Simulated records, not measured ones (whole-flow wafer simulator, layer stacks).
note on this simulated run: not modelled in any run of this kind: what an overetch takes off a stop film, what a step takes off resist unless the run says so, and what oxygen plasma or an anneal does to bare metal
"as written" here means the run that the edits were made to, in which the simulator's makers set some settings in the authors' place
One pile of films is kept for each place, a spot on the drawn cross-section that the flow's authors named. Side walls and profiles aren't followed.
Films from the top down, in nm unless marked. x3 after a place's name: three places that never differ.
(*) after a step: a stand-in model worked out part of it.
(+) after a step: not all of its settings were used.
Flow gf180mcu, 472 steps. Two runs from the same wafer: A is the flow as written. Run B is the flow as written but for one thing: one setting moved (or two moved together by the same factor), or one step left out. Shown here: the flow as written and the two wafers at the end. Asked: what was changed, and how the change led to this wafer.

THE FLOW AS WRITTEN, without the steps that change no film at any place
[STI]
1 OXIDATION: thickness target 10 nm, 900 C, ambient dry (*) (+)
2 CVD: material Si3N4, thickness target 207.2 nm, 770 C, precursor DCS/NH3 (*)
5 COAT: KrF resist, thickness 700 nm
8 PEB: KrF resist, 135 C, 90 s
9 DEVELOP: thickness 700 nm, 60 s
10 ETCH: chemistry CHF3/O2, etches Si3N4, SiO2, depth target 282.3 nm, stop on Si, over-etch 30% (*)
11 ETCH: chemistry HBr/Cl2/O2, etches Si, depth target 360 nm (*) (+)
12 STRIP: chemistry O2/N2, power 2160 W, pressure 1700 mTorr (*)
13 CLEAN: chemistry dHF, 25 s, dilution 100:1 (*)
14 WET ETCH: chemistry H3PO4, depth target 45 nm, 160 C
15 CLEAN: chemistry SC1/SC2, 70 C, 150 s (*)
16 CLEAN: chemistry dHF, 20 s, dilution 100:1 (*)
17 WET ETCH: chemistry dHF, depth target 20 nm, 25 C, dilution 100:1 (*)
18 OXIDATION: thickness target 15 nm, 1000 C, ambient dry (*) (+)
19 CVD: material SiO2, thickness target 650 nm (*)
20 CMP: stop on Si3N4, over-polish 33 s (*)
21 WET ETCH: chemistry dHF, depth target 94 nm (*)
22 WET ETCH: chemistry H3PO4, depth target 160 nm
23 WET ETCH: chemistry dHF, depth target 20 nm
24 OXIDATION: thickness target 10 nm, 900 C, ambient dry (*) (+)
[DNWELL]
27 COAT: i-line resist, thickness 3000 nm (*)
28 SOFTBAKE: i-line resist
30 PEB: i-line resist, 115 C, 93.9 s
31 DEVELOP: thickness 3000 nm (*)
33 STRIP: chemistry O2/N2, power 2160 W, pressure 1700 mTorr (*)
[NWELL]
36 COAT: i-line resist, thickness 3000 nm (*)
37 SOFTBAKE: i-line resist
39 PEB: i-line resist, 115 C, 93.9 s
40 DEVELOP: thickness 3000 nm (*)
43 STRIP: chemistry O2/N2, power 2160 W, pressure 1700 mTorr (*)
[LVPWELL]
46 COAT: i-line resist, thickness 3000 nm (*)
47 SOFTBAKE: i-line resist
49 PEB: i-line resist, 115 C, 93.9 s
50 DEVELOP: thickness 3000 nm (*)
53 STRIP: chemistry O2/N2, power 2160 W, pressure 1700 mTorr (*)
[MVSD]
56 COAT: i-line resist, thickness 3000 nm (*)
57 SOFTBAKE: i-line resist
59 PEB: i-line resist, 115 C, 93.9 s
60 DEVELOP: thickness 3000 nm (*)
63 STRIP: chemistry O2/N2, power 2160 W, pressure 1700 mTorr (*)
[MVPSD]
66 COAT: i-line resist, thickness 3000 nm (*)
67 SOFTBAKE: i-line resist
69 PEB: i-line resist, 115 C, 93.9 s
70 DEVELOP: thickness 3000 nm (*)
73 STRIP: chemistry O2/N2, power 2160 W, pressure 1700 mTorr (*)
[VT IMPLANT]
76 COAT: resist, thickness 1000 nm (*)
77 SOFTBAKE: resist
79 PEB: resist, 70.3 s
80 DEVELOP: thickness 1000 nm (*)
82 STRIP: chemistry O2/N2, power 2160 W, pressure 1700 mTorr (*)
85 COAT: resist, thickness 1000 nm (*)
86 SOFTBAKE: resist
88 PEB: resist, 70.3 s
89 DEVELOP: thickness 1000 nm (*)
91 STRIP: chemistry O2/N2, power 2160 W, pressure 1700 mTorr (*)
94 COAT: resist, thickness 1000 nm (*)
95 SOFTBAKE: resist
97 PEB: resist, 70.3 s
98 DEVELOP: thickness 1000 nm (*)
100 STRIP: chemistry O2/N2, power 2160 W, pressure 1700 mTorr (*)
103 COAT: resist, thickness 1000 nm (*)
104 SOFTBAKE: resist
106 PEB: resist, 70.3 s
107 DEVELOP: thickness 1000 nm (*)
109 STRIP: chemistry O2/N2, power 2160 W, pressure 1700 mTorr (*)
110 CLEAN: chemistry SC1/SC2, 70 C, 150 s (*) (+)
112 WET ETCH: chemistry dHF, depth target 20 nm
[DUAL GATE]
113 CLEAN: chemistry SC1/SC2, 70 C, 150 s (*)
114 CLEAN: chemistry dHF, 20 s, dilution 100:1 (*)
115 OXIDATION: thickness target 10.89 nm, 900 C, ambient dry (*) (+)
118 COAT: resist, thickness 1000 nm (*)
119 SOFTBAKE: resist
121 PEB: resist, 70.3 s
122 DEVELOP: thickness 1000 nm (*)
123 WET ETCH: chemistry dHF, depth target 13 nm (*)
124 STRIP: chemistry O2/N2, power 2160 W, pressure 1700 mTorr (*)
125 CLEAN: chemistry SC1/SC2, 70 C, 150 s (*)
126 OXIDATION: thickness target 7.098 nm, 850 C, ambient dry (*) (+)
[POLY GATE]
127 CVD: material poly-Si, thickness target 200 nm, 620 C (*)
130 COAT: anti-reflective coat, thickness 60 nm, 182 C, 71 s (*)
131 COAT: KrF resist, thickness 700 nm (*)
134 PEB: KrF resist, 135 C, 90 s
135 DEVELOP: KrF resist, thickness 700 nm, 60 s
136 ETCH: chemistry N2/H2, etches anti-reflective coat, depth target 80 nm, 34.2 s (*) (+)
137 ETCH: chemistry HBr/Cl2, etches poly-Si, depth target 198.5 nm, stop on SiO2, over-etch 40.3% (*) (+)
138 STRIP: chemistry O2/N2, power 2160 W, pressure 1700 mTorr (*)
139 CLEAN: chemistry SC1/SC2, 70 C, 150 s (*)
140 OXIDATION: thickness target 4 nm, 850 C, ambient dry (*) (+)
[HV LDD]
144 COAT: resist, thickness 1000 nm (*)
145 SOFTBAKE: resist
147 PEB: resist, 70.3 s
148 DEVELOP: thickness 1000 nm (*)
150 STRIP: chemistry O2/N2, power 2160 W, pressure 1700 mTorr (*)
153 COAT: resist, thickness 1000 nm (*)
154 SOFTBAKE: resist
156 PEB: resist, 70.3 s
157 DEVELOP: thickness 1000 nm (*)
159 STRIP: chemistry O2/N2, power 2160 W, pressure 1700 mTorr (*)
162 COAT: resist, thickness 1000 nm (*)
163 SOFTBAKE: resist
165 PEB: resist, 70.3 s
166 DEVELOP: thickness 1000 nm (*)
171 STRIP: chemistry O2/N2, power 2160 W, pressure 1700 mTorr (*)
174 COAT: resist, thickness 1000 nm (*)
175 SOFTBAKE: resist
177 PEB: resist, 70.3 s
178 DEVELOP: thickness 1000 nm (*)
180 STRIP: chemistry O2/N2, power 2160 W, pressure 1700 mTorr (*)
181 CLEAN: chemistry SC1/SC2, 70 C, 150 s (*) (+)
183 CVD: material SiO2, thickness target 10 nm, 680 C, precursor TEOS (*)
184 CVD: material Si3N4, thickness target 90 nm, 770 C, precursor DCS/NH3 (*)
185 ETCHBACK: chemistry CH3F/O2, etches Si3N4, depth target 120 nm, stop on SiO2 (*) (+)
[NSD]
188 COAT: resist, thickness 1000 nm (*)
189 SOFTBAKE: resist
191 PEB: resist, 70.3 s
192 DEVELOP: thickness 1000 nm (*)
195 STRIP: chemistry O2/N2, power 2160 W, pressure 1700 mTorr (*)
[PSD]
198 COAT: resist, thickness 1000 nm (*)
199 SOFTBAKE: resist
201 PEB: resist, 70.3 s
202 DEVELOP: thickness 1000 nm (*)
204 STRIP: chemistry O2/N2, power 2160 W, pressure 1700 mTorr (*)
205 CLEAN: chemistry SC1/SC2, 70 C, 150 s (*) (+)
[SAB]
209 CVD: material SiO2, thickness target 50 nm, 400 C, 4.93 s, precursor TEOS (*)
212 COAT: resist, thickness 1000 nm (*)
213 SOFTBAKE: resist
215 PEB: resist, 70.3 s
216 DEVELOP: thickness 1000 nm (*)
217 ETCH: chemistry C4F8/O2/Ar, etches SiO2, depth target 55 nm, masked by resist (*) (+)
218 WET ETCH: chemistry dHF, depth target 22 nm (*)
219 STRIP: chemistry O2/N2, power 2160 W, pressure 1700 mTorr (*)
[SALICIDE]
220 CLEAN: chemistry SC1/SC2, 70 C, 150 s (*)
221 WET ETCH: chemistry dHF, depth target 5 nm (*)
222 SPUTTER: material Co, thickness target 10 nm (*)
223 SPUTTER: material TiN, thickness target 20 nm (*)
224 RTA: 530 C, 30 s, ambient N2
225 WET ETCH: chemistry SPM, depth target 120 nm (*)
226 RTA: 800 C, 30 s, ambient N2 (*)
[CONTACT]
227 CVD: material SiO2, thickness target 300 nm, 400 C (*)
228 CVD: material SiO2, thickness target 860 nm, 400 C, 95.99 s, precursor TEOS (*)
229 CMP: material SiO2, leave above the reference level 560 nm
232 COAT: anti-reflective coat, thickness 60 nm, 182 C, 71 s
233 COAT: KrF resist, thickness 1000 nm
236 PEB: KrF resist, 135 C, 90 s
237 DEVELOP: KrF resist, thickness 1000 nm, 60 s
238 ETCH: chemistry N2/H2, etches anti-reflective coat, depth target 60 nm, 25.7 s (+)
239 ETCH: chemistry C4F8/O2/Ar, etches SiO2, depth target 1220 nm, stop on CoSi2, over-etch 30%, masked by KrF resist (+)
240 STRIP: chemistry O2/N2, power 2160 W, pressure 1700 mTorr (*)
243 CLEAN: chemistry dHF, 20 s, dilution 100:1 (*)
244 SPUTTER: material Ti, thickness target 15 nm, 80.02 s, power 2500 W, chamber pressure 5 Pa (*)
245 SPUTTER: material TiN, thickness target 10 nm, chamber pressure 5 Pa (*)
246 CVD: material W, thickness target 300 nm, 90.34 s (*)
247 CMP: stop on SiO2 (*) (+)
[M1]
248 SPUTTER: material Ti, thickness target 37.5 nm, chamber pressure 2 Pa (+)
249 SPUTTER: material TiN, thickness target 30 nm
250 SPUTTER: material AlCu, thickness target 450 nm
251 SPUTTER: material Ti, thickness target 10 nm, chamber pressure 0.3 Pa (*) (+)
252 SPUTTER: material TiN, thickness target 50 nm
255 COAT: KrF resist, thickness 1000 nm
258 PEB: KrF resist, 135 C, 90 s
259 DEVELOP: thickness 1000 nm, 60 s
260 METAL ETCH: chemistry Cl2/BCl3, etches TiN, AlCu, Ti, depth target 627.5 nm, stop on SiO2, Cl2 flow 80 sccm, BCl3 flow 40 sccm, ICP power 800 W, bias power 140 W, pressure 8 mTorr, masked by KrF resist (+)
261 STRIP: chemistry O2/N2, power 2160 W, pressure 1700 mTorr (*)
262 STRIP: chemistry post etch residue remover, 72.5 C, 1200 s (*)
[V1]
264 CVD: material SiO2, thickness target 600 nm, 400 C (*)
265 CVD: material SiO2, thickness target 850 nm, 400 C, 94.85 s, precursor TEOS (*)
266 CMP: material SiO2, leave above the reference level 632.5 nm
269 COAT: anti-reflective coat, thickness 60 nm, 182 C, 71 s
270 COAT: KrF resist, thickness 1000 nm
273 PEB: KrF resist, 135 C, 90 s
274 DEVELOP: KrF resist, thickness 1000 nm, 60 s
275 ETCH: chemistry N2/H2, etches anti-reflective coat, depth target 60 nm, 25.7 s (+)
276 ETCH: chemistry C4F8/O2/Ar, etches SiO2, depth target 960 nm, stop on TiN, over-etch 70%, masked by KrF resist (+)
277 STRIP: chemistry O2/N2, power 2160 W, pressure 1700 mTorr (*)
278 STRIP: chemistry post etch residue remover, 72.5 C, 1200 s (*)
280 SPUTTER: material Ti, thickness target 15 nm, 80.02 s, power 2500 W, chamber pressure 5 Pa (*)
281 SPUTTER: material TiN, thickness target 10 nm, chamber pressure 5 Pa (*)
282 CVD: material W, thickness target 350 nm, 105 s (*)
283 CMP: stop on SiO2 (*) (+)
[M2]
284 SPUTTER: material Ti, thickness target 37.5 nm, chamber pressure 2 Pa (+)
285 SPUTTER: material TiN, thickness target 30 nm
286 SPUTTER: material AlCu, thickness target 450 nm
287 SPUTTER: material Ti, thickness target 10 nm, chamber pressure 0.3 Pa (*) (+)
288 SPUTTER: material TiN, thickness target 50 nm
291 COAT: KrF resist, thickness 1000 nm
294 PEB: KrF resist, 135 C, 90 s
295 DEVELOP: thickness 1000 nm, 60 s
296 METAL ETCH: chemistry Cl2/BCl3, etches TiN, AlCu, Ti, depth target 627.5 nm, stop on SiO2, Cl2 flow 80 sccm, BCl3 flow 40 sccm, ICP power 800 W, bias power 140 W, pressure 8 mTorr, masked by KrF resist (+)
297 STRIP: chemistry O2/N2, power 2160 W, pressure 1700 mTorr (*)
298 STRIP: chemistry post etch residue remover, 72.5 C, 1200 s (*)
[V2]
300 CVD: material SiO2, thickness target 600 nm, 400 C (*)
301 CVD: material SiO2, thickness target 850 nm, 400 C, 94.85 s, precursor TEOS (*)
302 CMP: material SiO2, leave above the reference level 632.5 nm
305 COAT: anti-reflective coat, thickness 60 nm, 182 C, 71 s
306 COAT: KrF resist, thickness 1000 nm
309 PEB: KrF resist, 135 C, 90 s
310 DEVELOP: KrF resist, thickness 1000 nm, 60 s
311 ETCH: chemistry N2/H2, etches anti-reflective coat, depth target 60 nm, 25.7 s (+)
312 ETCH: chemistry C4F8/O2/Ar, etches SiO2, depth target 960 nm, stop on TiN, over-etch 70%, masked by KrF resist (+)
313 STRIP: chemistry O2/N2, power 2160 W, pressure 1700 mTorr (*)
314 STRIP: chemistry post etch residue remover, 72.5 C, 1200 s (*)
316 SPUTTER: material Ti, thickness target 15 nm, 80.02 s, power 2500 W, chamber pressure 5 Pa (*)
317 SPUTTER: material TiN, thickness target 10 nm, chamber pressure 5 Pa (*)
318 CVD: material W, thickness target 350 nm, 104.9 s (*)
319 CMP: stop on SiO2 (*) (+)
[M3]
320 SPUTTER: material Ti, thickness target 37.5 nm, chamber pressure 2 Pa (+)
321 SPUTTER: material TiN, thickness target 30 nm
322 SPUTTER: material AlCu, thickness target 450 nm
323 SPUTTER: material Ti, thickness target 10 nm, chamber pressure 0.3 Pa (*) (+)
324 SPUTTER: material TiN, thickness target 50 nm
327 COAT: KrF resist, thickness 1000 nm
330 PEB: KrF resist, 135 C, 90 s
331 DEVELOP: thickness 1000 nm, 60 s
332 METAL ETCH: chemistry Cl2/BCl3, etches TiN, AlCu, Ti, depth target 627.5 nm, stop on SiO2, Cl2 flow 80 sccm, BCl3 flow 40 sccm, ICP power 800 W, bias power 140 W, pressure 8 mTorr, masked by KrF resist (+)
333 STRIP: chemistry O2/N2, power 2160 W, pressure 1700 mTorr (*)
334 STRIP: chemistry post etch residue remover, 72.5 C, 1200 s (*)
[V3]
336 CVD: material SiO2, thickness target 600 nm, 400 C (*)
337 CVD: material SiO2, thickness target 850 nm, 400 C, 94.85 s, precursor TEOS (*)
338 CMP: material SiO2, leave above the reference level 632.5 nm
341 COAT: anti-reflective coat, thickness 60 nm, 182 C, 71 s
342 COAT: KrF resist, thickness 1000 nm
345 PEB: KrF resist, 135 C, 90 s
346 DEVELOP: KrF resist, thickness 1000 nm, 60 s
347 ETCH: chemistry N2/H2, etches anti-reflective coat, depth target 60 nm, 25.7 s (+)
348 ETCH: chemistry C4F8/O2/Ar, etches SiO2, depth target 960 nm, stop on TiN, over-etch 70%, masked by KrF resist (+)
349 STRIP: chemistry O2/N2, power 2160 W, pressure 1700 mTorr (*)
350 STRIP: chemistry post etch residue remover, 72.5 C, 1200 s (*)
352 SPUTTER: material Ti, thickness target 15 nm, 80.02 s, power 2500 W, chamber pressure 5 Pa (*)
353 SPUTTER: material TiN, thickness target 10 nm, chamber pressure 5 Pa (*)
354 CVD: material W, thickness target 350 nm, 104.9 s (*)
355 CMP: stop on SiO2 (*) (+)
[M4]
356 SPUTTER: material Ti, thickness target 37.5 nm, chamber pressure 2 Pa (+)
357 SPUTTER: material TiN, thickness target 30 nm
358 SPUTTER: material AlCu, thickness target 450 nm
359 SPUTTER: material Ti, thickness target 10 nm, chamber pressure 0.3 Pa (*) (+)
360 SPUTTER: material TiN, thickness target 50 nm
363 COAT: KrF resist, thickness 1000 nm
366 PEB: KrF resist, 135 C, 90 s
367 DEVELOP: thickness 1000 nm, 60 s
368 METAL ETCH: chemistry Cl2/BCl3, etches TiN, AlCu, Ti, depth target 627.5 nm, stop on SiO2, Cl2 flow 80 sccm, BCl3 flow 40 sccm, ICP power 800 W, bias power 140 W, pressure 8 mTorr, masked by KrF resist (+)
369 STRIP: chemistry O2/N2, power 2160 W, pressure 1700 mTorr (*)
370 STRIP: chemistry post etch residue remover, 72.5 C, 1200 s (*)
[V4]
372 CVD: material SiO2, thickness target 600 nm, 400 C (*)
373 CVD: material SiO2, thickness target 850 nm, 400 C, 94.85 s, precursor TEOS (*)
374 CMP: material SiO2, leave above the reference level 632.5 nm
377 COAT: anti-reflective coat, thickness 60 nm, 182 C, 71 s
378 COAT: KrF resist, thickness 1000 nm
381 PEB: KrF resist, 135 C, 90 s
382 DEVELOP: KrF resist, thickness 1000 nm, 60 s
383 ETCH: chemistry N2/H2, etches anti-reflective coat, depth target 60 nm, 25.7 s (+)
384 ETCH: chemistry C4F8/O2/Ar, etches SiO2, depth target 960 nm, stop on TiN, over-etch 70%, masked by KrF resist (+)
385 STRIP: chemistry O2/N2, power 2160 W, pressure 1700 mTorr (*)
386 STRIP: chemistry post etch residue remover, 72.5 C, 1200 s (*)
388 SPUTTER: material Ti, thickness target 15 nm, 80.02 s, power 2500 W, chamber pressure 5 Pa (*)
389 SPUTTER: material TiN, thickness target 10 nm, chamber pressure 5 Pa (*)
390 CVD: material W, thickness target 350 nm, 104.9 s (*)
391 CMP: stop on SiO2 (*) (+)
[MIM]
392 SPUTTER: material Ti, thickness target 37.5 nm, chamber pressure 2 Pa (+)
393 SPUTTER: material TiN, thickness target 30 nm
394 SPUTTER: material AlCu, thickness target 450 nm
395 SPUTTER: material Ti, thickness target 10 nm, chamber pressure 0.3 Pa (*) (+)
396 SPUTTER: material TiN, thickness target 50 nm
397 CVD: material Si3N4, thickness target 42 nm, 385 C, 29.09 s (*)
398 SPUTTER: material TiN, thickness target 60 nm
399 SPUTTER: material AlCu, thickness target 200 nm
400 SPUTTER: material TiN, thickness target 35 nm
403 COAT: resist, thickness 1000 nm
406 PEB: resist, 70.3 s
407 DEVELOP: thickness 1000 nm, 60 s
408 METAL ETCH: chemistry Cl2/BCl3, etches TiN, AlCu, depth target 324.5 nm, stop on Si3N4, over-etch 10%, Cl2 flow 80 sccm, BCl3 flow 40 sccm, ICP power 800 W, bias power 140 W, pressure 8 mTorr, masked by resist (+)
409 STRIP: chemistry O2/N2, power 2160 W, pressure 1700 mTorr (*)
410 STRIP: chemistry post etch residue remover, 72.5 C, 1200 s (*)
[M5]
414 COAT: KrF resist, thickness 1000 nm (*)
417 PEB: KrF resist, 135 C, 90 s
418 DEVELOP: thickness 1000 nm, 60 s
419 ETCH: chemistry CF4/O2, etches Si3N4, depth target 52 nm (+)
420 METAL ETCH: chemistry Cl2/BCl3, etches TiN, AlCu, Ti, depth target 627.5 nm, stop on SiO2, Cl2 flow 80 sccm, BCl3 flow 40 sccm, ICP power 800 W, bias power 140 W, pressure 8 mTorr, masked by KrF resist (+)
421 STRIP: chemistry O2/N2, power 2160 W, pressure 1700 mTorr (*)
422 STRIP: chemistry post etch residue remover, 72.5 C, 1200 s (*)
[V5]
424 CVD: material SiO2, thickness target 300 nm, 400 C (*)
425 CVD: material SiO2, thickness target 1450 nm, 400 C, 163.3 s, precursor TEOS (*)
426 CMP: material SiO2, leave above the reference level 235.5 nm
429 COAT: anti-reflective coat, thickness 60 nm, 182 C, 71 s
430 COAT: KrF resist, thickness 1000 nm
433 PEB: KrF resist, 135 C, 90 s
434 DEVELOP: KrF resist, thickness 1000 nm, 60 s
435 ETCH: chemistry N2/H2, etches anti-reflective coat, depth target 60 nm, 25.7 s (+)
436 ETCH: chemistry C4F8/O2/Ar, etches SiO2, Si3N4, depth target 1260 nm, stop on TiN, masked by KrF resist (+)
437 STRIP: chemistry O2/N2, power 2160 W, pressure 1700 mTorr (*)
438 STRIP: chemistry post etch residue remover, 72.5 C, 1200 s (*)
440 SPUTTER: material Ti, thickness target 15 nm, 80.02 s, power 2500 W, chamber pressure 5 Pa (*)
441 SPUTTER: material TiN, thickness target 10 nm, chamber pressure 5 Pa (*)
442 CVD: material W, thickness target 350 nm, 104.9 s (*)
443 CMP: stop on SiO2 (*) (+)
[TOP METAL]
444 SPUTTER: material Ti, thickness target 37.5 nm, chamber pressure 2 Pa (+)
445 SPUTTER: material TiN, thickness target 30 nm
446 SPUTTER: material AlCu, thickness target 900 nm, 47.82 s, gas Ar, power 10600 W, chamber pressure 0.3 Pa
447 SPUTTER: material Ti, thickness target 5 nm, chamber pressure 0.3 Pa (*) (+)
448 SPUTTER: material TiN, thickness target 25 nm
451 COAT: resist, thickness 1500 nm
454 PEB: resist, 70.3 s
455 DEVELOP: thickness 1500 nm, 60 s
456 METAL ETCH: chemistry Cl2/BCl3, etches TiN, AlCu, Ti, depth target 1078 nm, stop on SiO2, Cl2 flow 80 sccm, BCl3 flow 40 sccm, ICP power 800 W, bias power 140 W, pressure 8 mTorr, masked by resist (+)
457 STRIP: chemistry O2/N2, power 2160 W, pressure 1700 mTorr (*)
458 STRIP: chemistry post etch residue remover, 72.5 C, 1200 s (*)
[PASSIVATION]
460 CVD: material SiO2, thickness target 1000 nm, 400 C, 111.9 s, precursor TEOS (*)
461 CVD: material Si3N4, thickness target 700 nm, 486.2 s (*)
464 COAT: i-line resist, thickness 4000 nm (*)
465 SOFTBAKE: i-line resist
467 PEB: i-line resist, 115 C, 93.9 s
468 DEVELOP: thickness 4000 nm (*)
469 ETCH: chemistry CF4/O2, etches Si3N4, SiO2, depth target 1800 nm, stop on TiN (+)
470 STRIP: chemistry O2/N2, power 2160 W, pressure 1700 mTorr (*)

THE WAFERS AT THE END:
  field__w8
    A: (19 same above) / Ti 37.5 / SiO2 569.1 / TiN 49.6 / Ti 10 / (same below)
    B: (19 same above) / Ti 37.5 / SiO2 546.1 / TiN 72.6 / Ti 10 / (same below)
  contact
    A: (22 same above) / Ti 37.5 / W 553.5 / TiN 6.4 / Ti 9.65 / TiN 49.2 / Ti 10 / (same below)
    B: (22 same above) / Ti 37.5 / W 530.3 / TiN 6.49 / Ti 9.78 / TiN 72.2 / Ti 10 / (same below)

The cause: step 324, SPUTTER: thickness target 73 nm was run, where the flow has thickness target 50 nm.

How the change led to this, step by step:
  324 SPUTTER: material TiN, thickness target 50 nm
      field, field__w1, field__w2 and 108 more: A TiN +50 (new film) | B TiN +73 (new film)
  332 METAL ETCH: chemistry Cl2/BCl3, etches TiN, AlCu, Ti, depth target 627.5 nm, stop on SiO2, Cl2 flow 80 sccm, BCl3 flow 40 sccm, ICP power 800 W, bias power 140 W, pressure 8 mTorr, masked by KrF resist (+)
      field, field__w1, field__w2 and 103 more: A TiN -50 (all of it), Ti -10 (all of it), AlCu -450 (all of it), TiN -30 (all of it), Ti -37.5 (all of it) | B TiN -73 (all of it), Ti -10 (all of it), AlCu -450 (all of it), TiN -30 (all of it), Ti -37.5 (all of it)
  338 CMP: material SiO2, leave above the reference level 632.5 nm
      field__w8, contact, m1, m1__w1, m1_nw: A SiO2 -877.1 | B SiO2 -900.1
  348 ETCH: chemistry C4F8/O2/Ar, etches SiO2, depth target 960 nm, stop on TiN, over-etch 70%, masked by KrF resist (+)
      field, field__w1, field__w2 and 107 more: A KrF resist -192 | B KrF resist -186.8
      contact: A SiO2 -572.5 (all of it) | B SiO2 -549.5 (all of it)
  354 CVD: material W, thickness target 350 nm, 104.9 s (*)
      contact: A W +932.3 (new film) | B W +909.1 (new film)
